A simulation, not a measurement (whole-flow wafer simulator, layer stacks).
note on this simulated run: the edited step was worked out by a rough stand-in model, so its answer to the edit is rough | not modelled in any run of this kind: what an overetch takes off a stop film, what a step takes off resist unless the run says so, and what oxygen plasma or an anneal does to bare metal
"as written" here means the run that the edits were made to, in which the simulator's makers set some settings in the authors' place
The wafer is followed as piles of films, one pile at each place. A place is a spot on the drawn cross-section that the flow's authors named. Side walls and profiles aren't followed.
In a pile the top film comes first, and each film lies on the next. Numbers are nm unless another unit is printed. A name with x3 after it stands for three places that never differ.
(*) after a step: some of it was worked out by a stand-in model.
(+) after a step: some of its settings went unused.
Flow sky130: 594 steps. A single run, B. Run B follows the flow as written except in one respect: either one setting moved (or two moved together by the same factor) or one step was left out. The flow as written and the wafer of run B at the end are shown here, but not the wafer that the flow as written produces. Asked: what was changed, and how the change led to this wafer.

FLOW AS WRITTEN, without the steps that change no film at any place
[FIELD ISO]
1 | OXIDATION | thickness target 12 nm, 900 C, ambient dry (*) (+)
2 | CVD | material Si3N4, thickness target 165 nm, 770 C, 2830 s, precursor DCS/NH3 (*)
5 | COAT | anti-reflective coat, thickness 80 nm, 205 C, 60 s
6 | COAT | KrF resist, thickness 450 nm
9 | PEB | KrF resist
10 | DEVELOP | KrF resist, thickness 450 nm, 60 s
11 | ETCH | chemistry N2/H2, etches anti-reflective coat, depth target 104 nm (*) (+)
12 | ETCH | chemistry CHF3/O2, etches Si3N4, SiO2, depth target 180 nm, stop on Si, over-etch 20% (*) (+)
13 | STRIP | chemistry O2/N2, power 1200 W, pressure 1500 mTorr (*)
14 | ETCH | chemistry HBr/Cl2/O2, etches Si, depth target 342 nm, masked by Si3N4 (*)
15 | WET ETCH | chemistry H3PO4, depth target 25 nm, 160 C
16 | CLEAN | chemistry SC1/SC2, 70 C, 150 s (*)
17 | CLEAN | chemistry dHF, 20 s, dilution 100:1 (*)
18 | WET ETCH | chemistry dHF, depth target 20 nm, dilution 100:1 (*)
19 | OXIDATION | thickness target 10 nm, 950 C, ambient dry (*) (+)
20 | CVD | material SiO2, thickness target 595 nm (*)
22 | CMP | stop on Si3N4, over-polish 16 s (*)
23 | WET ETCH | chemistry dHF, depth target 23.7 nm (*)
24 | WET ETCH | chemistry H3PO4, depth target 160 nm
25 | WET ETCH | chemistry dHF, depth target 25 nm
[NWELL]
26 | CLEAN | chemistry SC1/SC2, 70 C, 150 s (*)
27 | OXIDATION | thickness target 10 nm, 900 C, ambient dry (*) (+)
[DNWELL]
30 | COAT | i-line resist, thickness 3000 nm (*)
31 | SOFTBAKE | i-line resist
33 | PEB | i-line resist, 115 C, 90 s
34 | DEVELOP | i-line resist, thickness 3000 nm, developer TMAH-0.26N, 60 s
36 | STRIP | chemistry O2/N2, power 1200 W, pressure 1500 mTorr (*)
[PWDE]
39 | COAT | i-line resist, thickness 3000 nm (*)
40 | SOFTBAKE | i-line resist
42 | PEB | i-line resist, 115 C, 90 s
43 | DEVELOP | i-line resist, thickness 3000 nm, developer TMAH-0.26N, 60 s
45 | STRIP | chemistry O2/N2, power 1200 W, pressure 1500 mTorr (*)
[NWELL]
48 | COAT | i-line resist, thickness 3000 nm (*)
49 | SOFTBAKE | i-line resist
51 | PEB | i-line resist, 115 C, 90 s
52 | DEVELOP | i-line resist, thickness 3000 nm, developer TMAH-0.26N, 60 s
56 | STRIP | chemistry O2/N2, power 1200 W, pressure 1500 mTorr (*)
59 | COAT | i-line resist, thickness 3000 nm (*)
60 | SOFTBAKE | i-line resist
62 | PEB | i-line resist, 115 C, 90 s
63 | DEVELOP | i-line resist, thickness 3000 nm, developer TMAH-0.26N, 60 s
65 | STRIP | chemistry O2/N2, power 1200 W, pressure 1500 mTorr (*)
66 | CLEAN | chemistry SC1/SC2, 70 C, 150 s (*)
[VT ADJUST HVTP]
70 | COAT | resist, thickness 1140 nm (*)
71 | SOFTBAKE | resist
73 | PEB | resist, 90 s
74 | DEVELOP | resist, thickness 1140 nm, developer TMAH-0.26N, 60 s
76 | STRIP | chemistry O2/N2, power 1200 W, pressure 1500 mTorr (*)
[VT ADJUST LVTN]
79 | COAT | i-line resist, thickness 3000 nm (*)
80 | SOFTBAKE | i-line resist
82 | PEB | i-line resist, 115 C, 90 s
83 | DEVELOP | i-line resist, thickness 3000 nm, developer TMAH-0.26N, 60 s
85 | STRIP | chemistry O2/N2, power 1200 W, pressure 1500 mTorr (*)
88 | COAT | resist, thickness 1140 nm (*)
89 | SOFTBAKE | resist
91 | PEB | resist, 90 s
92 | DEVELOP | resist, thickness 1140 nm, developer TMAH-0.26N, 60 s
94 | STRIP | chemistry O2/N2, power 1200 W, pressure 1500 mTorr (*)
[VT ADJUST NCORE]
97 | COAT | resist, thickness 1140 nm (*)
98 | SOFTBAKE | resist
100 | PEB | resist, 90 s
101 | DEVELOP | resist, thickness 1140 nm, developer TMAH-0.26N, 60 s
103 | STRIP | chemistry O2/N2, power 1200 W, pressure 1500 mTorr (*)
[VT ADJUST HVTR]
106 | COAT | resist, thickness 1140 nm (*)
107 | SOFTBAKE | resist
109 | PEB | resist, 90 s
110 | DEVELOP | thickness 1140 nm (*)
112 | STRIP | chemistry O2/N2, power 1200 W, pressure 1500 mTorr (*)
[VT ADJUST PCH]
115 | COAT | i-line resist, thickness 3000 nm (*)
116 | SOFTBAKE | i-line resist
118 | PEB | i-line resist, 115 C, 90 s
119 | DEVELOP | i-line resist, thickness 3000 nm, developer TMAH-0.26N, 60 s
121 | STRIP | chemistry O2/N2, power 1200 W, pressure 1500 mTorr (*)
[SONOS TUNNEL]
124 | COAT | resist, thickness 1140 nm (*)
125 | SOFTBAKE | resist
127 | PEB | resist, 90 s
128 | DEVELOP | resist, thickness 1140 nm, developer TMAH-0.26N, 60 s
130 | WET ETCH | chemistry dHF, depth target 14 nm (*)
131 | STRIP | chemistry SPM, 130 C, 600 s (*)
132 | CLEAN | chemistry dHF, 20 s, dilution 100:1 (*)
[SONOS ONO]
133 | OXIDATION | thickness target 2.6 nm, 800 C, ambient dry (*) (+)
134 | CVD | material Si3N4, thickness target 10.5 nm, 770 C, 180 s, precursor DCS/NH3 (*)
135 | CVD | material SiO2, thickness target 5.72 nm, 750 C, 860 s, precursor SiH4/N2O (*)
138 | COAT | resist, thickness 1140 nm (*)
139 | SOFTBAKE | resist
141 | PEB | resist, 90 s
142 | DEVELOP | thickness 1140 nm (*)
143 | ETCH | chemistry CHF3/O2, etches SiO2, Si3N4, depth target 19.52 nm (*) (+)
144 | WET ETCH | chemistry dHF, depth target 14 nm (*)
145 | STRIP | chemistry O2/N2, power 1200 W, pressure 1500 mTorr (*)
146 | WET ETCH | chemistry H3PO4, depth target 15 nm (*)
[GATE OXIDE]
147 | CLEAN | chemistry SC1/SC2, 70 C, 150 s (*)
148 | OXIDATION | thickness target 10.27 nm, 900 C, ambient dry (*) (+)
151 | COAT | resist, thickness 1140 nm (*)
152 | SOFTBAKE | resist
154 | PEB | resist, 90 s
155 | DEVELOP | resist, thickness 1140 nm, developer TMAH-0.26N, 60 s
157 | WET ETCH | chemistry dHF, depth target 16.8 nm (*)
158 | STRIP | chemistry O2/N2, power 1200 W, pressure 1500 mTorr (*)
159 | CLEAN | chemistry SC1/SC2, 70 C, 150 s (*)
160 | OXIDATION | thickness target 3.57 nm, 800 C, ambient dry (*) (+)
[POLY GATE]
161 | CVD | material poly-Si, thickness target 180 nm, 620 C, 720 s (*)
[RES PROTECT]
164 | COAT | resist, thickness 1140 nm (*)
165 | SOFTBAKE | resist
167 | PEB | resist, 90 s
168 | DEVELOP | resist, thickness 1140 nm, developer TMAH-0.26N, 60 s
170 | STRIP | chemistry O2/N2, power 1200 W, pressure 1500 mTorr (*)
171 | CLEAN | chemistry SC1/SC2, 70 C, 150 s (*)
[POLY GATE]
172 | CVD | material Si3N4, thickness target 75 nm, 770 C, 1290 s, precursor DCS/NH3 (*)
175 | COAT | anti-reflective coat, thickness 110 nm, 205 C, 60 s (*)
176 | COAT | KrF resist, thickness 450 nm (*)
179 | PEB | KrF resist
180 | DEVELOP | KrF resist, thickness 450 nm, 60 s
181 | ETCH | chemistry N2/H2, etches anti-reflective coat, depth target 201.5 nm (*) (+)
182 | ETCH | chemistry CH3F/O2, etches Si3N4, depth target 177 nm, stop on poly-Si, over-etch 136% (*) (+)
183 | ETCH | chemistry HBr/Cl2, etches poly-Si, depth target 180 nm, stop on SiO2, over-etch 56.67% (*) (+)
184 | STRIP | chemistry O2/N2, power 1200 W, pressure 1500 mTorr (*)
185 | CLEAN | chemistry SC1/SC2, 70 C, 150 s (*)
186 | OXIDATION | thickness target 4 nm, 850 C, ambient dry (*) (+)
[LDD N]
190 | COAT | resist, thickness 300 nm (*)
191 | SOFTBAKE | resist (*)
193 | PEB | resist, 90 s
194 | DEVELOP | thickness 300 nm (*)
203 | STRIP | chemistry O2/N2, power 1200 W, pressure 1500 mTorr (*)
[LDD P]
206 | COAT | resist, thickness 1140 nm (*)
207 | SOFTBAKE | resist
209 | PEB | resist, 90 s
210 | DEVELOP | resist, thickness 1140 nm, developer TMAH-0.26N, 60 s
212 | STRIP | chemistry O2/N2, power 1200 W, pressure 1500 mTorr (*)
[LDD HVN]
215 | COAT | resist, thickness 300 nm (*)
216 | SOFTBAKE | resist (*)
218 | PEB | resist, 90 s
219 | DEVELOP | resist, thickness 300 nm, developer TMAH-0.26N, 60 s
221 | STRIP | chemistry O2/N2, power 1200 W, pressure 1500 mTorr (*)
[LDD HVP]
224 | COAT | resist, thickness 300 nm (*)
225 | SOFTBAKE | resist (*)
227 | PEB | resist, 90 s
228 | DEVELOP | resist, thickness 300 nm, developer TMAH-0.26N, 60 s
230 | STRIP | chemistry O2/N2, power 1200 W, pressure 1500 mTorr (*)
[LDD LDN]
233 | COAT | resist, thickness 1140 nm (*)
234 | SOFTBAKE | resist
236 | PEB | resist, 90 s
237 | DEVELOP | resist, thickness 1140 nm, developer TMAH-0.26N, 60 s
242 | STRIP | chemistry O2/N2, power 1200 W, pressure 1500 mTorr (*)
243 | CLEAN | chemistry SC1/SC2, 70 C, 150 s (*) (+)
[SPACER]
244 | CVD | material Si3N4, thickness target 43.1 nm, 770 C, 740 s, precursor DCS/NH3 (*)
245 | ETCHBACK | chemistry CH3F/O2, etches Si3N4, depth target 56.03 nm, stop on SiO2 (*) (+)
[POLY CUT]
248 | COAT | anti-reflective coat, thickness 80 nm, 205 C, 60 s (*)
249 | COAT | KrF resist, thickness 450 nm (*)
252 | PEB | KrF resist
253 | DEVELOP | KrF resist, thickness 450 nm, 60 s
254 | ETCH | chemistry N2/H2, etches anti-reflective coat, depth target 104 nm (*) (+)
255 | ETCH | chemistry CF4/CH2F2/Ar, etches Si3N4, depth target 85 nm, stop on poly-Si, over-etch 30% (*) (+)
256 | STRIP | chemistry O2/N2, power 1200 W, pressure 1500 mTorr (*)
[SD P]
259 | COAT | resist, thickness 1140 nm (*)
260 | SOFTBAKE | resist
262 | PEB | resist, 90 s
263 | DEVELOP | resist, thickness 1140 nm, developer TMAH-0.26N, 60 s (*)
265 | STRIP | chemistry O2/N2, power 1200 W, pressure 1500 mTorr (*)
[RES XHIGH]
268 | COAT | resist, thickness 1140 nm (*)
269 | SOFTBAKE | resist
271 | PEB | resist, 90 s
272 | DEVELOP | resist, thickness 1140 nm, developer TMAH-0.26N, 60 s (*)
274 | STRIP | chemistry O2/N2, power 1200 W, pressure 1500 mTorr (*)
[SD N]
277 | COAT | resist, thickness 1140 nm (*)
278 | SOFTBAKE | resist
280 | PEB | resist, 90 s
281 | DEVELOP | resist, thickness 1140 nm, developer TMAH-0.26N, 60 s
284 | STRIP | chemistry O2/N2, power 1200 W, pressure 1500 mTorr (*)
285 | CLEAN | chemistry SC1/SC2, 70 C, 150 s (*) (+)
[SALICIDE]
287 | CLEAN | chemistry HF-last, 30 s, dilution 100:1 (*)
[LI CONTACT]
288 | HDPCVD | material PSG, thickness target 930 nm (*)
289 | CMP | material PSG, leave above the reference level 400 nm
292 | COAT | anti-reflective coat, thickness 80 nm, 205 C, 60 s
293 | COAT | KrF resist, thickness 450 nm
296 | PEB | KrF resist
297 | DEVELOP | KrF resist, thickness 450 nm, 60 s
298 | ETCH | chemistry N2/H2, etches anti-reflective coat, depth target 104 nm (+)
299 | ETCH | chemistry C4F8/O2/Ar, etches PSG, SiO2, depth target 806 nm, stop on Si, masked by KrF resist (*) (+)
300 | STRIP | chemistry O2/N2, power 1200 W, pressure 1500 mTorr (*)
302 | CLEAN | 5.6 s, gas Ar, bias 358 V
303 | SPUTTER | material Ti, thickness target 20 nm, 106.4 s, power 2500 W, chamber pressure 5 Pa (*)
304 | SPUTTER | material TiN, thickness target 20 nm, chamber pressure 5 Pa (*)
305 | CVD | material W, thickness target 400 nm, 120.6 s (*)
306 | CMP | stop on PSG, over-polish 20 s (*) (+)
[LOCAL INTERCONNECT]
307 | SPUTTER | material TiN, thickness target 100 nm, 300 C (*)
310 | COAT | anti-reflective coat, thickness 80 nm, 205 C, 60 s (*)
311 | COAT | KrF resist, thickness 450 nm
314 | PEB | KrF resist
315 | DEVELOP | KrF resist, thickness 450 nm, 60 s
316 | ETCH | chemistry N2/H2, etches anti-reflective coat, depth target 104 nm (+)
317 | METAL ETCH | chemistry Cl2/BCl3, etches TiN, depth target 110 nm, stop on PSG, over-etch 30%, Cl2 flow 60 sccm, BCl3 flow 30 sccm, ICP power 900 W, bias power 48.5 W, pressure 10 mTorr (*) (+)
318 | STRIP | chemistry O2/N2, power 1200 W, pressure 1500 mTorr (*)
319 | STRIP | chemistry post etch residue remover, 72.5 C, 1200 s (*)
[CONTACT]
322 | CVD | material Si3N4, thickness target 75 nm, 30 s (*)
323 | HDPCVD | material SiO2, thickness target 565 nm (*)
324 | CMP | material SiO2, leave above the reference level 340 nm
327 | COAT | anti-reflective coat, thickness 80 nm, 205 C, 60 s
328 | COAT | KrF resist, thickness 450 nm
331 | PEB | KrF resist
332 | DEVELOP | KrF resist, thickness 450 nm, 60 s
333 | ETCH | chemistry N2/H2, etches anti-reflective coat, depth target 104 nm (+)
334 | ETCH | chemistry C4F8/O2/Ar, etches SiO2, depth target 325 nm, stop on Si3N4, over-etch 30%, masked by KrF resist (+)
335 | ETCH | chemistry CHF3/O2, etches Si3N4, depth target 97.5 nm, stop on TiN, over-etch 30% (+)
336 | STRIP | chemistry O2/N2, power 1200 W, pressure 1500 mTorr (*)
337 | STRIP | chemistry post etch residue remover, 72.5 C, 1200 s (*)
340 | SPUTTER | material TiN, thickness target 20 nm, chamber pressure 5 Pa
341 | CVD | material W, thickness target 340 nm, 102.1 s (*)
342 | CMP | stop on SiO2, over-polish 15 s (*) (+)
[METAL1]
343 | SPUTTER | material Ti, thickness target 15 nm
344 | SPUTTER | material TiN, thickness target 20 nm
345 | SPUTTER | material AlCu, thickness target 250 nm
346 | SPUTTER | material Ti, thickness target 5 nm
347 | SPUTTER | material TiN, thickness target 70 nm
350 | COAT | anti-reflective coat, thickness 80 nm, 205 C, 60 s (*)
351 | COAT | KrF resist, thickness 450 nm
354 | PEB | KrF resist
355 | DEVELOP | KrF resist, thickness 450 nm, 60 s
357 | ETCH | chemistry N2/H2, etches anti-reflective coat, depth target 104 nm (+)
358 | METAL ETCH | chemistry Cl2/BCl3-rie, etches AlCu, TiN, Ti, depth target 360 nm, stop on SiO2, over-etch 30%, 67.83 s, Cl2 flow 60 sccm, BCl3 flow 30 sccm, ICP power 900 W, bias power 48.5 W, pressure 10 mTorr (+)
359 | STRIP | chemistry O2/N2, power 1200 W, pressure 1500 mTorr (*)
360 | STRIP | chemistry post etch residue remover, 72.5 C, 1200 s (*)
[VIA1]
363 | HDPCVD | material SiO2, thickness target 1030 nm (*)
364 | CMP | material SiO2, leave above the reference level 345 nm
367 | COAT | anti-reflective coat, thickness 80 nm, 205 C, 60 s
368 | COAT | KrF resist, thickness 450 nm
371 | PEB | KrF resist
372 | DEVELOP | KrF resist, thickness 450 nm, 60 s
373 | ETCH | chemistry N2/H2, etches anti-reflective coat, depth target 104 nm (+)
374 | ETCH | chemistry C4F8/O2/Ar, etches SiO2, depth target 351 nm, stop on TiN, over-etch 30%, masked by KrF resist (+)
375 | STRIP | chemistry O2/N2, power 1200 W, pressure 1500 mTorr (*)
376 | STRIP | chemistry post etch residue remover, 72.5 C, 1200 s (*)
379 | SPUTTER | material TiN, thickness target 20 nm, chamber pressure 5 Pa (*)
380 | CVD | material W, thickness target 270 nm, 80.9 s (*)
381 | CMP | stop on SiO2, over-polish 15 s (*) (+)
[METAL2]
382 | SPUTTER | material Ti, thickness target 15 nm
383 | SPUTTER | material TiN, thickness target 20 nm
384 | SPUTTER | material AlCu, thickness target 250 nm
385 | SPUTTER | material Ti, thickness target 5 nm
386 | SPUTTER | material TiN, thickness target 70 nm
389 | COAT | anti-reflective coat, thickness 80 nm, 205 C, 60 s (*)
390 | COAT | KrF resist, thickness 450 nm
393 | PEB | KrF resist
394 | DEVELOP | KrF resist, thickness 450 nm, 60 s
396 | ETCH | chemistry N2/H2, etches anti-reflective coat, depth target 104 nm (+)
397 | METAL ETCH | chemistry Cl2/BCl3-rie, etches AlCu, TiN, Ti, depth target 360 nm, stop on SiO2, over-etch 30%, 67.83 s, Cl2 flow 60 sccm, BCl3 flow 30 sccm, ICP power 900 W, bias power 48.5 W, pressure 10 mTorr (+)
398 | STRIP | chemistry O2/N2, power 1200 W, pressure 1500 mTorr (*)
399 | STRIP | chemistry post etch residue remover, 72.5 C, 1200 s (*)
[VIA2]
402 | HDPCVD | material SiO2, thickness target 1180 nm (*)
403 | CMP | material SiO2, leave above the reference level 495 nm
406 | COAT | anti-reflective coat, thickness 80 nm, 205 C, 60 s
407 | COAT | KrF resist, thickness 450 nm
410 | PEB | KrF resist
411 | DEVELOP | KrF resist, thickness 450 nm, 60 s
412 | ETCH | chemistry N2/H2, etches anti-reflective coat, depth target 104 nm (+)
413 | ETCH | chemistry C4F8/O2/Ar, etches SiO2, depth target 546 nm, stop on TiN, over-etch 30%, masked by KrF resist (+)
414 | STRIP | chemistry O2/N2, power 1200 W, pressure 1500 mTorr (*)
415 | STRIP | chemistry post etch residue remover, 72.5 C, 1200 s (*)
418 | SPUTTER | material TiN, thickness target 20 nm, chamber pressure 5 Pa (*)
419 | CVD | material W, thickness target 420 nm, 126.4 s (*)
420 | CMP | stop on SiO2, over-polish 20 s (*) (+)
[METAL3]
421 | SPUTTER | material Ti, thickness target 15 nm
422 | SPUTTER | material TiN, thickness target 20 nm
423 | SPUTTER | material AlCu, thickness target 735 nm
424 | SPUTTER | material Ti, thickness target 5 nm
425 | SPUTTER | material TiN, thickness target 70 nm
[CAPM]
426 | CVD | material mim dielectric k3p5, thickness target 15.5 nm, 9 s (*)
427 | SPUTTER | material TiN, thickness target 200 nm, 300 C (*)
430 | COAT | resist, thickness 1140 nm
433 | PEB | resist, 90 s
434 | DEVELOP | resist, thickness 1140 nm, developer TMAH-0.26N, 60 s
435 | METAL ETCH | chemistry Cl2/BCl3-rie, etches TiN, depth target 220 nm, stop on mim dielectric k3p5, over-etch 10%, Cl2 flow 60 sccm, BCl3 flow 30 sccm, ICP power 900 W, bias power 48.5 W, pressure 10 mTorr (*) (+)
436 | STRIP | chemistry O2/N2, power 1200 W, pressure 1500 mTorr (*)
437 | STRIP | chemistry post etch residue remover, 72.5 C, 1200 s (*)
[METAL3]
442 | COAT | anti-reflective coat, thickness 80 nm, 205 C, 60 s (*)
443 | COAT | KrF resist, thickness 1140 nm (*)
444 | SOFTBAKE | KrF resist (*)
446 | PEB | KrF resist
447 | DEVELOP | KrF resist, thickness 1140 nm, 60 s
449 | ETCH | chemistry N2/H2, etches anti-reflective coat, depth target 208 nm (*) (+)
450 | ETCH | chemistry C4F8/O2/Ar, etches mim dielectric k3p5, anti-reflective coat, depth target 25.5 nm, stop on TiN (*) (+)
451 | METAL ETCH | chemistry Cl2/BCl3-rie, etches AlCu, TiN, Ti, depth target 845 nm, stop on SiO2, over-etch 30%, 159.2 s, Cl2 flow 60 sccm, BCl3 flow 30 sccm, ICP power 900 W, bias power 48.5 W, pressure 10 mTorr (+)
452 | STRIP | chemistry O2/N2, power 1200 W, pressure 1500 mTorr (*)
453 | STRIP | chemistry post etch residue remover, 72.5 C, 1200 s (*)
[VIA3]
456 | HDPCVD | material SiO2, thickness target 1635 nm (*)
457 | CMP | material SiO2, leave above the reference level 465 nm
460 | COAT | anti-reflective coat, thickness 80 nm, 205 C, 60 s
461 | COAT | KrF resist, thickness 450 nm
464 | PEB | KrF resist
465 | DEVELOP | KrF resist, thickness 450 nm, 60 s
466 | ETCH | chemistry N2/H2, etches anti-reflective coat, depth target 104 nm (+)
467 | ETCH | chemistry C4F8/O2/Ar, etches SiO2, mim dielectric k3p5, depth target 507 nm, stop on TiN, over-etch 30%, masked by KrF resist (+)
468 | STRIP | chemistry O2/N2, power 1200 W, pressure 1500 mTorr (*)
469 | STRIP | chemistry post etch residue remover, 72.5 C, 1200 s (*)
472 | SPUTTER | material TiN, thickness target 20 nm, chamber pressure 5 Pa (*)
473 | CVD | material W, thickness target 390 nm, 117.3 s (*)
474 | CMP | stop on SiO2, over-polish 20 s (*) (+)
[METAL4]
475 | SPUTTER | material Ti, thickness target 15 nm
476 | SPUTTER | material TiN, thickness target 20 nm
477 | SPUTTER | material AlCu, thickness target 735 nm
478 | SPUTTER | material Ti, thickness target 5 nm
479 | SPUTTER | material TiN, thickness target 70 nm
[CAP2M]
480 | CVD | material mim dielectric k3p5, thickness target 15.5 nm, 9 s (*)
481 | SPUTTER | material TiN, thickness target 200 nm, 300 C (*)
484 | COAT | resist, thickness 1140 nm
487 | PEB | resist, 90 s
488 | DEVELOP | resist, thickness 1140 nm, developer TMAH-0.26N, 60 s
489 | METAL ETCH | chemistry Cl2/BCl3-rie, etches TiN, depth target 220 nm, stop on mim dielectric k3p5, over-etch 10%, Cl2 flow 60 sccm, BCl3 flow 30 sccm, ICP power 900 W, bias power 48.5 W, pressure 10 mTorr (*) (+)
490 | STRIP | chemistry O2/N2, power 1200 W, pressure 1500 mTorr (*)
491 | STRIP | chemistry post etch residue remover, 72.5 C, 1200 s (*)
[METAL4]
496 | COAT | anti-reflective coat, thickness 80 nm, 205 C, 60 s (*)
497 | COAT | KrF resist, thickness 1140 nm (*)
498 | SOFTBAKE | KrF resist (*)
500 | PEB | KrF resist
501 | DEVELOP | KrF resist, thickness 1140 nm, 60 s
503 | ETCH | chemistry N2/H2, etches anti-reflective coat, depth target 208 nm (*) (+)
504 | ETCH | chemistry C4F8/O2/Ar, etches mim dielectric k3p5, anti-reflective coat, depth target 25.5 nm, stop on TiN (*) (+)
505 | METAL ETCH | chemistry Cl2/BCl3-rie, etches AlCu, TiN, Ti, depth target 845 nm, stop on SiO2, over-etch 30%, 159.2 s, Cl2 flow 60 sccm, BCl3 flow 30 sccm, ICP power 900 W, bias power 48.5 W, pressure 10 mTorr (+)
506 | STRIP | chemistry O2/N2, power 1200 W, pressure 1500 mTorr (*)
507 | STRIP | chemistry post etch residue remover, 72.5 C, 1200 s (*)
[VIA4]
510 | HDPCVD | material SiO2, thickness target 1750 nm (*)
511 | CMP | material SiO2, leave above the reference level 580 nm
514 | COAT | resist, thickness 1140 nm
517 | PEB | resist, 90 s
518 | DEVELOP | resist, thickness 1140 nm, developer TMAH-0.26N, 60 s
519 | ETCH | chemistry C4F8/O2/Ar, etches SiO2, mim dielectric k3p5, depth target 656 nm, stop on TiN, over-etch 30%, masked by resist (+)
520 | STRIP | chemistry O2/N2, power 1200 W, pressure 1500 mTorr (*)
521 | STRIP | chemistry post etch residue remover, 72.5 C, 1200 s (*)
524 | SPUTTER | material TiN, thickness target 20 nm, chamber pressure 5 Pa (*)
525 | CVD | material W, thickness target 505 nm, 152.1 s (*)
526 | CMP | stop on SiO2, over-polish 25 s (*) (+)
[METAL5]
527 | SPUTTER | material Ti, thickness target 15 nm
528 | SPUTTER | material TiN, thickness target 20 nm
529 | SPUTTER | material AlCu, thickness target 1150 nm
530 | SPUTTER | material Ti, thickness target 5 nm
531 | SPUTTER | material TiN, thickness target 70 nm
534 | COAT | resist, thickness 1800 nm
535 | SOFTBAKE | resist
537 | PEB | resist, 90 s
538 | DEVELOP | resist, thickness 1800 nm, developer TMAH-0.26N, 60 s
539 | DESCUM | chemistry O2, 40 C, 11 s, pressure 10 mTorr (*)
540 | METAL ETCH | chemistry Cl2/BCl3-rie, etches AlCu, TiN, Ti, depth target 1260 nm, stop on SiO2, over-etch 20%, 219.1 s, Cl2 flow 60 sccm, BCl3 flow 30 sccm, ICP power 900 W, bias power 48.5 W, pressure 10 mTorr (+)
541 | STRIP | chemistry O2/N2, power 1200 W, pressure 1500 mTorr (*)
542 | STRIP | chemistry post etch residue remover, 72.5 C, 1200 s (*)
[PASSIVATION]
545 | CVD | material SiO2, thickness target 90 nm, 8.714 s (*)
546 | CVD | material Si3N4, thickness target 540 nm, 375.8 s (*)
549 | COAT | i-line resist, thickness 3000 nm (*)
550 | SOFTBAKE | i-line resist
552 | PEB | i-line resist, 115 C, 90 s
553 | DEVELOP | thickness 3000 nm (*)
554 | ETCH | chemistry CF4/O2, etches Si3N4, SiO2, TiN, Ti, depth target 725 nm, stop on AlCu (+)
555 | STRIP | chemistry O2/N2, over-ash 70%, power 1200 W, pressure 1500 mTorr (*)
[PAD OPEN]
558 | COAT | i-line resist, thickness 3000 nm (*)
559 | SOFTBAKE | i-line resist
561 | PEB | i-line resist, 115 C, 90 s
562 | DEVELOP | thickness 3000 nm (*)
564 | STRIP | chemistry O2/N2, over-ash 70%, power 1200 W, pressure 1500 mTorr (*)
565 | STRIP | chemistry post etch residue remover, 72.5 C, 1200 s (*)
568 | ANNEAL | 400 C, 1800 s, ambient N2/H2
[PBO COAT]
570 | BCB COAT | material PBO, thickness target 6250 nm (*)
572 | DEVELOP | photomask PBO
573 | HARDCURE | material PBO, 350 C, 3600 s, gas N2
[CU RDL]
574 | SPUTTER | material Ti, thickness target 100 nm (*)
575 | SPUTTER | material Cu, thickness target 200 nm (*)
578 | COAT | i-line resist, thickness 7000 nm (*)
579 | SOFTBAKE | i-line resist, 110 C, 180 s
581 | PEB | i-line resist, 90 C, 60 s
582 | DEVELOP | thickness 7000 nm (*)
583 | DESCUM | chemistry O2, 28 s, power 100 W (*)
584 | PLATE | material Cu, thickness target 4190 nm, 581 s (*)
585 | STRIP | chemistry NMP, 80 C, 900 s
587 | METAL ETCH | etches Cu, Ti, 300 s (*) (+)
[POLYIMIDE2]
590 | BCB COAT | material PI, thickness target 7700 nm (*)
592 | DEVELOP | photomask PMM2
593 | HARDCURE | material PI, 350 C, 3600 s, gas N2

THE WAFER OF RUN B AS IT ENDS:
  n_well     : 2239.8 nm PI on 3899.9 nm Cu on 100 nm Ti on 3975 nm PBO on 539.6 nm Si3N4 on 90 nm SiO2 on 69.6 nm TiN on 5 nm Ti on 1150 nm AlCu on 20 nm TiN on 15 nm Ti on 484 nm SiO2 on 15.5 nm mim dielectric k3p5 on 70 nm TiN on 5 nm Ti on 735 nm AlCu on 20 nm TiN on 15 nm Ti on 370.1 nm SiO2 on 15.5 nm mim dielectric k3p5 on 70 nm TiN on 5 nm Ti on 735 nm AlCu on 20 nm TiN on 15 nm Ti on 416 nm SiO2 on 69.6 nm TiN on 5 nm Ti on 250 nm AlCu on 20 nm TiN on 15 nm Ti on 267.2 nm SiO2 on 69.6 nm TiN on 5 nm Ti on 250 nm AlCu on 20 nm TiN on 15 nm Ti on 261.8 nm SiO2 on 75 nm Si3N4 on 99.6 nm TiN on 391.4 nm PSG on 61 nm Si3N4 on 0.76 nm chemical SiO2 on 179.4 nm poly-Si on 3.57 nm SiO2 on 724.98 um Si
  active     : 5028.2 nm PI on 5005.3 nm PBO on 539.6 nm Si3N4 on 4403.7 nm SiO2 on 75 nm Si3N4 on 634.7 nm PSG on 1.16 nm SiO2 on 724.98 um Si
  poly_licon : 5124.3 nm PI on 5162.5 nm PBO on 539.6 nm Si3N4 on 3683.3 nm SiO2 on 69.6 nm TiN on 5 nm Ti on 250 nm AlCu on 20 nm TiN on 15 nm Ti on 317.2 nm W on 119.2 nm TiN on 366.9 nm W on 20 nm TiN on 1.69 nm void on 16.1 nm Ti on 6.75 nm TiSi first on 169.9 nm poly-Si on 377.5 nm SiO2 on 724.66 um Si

What caused this: step 575, SPUTTER: thickness target 100 nm was run, whereas the flow has thickness target 200 nm.

Step by step, how the change led to this:
  575 | SPUTTER | material Cu, thickness target 200 nm (*)
      field, active, n_well and 190 more: +100 Cu (new film) (in the flow as written it would be: +200 Cu (new film))
  579 | SOFTBAKE | i-line resist, 110 C, 180 s
      hv_encl: -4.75 i-line resist (in the flow as written it would be: -2.19 i-line resist)
  587 | METAL ETCH | etches Cu, Ti, 300 s (*) (+)
      field, active, gate and 167 more: -100 Cu (all of it), -100 Ti (all of it) (in the flow as written it would be: -200 Cu (all of it), -100 Ti (all of it))
  590 | BCB COAT | material PI, thickness target 7700 nm (*)
      n_well, p_well, sd_n, sd_p: +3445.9 PI (new film) (in the flow as written it would be: +3345.9 PI (new film))
      mim: +3736.3 PI (new film) (in the flow as written it would be: +3640.8 PI (new film))
      (and at 14 other places as well)
  593 | HARDCURE | material PI, 350 C, 3600 s, gas N2
      n_well, p_well, sd_n, sd_p: -1206.1 PI (in the flow as written it would be: -1171.1 PI)
